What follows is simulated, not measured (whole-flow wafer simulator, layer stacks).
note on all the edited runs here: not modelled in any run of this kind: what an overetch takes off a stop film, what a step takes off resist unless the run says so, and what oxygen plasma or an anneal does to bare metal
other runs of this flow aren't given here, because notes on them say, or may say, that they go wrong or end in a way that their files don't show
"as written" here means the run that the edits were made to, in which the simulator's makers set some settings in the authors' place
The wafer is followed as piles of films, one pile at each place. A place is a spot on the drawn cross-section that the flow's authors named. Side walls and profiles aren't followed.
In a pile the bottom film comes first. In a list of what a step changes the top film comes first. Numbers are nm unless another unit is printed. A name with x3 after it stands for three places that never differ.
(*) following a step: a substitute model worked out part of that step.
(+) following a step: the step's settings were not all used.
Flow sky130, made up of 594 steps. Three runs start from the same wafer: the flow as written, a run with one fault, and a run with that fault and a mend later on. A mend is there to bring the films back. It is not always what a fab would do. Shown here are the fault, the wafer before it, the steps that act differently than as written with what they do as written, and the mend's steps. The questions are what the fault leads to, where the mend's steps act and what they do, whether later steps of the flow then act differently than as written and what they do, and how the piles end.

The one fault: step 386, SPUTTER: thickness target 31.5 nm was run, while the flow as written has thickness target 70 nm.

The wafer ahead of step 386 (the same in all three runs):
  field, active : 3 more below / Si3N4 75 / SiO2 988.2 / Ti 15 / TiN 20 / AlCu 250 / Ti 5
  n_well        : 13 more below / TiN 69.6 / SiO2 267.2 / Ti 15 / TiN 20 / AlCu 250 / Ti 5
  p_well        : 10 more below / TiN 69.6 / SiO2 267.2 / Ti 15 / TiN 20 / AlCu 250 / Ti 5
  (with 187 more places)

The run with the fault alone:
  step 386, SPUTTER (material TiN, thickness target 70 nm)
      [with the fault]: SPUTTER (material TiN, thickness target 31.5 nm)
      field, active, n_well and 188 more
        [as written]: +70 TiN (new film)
        [with the fault]: +31.5 TiN (new film)
  Steps later in the flow that act otherwise than as written (14 other steps are not shown; they differ only slightly, by no more than 2% or 0.5 nm, whichever is larger):
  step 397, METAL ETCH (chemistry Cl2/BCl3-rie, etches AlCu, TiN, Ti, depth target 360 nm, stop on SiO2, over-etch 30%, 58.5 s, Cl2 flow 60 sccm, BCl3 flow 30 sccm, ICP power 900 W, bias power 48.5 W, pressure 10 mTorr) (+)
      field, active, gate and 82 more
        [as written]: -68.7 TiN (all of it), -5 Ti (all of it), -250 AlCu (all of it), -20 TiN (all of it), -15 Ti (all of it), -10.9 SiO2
        [with the fault]: -30.2 TiN (all of it), -5 Ti (all of it), -250 AlCu (all of it), -20 TiN (all of it), -15 Ti (all of it), -14.8 SiO2
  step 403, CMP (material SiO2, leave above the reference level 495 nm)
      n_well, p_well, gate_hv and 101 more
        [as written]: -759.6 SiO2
        [with the fault]: -721.1 SiO2
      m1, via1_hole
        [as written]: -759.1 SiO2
        [with the fault]: -720.6 SiO2
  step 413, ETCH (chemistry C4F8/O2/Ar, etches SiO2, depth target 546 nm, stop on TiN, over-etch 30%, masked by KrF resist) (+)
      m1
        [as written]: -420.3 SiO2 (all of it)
        [with the fault]: -458.8 SiO2 (all of it)
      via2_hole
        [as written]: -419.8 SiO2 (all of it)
        [with the fault]: -458.3 SiO2 (all of it)
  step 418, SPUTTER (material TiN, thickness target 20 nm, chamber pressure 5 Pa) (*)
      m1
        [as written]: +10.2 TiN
        [with the fault]: +9.68 TiN
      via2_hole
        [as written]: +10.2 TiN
        [with the fault]: +9.67 TiN
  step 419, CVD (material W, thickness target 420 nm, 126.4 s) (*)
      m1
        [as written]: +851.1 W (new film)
        [with the fault]: +890.1 W (new film)
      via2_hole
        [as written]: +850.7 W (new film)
        [with the fault]: +889.7 W (new film)
  At n_well, p_well, gate_hv and 103 more, the piles at the end differ from the flow's by more than 2% or 0.5 nm, whichever is larger.
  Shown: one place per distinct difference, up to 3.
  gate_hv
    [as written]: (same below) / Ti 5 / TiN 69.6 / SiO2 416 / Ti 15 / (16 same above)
    [with the fault]: (same below) / Ti 5 / TiN 31.1 / SiO2 454.5 / Ti 15 / (16 same above)
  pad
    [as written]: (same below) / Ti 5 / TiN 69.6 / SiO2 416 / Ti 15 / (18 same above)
    [with the fault]: (same below) / Ti 5 / TiN 31.1 / SiO2 454.5 / Ti 15 / (18 same above)
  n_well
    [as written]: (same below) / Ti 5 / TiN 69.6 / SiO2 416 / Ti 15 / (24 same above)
    [with the fault]: (same below) / Ti 5 / TiN 31.1 / SiO2 454.5 / Ti 15 / (24 same above)

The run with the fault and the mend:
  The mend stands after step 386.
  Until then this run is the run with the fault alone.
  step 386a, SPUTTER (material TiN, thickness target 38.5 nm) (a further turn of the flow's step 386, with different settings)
      field, active, n_well and 188 more
        +38.5 TiN
  Later steps of the flow that are run all act as written at every place that is followed.
  The piles end the same as the flow's at every place that both follow.
